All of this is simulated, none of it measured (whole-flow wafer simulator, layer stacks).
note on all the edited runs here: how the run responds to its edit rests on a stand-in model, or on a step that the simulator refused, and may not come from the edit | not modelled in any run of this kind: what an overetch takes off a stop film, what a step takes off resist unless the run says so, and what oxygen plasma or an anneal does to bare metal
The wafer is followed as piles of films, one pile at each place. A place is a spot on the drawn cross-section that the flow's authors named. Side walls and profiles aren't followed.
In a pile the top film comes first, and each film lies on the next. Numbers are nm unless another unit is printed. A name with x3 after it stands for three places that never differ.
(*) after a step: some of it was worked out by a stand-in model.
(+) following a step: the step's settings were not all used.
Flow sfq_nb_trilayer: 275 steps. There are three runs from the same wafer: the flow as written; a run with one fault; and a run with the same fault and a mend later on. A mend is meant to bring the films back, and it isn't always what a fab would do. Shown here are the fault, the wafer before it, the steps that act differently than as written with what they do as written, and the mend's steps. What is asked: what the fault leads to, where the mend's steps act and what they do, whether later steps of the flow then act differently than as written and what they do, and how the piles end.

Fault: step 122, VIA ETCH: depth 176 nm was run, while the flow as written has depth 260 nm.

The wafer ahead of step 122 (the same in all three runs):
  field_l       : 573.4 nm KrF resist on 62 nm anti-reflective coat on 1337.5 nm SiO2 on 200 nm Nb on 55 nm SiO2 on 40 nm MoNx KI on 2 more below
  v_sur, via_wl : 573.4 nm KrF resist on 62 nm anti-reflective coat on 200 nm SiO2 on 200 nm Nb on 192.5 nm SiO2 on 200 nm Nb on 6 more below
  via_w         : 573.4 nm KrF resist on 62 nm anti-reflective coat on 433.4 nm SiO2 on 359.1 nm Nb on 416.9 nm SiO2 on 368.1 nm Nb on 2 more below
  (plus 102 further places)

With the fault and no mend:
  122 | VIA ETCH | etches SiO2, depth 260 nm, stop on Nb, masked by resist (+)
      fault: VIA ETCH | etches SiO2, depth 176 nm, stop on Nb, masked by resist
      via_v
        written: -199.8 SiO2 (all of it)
        fault: -176 SiO2
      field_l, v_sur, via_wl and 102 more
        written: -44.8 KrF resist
        fault: -30.3 KrF resist
  Later steps of the flow acting differently than as written (4 other steps are not shown; they differ only slightly, by no more than 2% or 0.5 nm, whichever is larger):
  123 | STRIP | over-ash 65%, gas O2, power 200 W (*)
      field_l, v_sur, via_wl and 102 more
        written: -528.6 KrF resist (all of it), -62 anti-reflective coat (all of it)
        fault: -543.1 KrF resist (all of it), -62 anti-reflective coat (all of it)
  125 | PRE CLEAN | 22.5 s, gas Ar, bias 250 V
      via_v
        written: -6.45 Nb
        fault: -7.5 SiO2
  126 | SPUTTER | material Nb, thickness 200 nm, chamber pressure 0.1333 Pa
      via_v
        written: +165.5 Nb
        fault: +170.5 Nb (new film)
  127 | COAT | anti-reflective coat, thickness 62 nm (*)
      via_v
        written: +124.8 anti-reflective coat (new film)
        fault: +113.6 anti-reflective coat (new film)
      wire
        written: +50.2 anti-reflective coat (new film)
        fault: +48.9 anti-reflective coat (new film)
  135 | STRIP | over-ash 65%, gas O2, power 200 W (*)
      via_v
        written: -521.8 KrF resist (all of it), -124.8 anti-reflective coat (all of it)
        fault: -507.4 KrF resist (all of it), -113.6 anti-reflective coat (all of it)
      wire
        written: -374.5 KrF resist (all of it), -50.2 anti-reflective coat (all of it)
        fault: -376.8 KrF resist (all of it), -48.9 anti-reflective coat (all of it)
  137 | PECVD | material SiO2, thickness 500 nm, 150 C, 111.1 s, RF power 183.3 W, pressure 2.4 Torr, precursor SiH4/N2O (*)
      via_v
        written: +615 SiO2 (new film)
        fault: +562.7 SiO2 (new film)
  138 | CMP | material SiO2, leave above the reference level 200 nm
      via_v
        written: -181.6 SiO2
        fault: -157.1 SiO2
  By the end, the piles at via_v depart from the flow's by more than 2% or 0.5 nm, whichever is larger.
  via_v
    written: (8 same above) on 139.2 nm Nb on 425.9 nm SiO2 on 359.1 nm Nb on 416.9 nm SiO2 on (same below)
    fault: (8 same above) on 139.2 nm Nb on 398.2 nm SiO2 on 170.5 nm Nb on 16.3 nm SiO2 on 200 nm Nb on 416.9 nm SiO2 on (same below)

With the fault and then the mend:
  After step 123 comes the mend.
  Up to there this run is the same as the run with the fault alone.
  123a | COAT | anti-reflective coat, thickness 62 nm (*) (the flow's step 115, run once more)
      p4_fl x3, p4_w1 x9, p4_g1 x2 and 63 more
        +62 anti-reflective coat (new film)
      moat, field_r, lsp_l and 6 more
        +61.8 anti-reflective coat (new film)
      be_r, r_sur, res, r_end
        +61.7 anti-reflective coat (new film)
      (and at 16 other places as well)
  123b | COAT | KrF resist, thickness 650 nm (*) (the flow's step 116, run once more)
      p4_fl x3, p4_w1 x9, p4_g1 x2 and 63 more
        +650 KrF resist (new film)
      lsp_l, ln_m5, lsp_m, ln_m6, lsp_r, l0_sur, l0v
        +649.6 KrF resist (new film)
      r_end, moat, field_r
        +649.5 KrF resist (new film)
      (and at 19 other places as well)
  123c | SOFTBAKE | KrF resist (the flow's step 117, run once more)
      leaves every film unchanged at each place that is followed
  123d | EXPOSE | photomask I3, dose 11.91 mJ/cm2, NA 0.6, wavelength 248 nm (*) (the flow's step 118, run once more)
      leaves every film unchanged at each place that is followed
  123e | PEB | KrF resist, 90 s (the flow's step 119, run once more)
      ce_r, sp_r, be_r and 89 more
        -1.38 KrF resist
      field_l, v_sur, via_wl and 8 more
        -1.37 KrF resist
      via_wr, be
        -1.36 KrF resist
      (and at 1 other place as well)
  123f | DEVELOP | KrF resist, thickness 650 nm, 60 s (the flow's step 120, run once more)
      field_l, v_sur, via_wl and 102 more
        -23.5 KrF resist
      via_v
        -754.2 KrF resist (all of it)
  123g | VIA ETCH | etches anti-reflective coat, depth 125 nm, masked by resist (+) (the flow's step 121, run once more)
      field_l, v_sur, via_wl and 102 more
        -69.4 KrF resist
      via_v
        -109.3 anti-reflective coat (all of it)
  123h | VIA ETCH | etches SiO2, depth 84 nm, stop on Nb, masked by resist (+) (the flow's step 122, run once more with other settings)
      field_l, v_sur, via_wl and 102 more
        -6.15 KrF resist
      via_v
        -23.8 SiO2 (all of it)
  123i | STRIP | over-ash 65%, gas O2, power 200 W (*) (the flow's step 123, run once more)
      p4_fl x3, p4_w1 x9, p4_g1 x2 and 63 more
        -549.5 KrF resist (all of it), -62 anti-reflective coat (all of it)
      field_r, lsp_l, ln_m5, lsp_m, ln_m6, lsp_r, l0_sur, l0v
        -549.1 KrF resist (all of it), -61.8 anti-reflective coat (all of it)
      r_sur, res
        -548.9 KrF resist (all of it), -61.7 anti-reflective coat (all of it)
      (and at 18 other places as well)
  Every later step of the flow that is run acts as written at every place that is followed.
  By the end, the piles equal the flow's at every place that both follow.
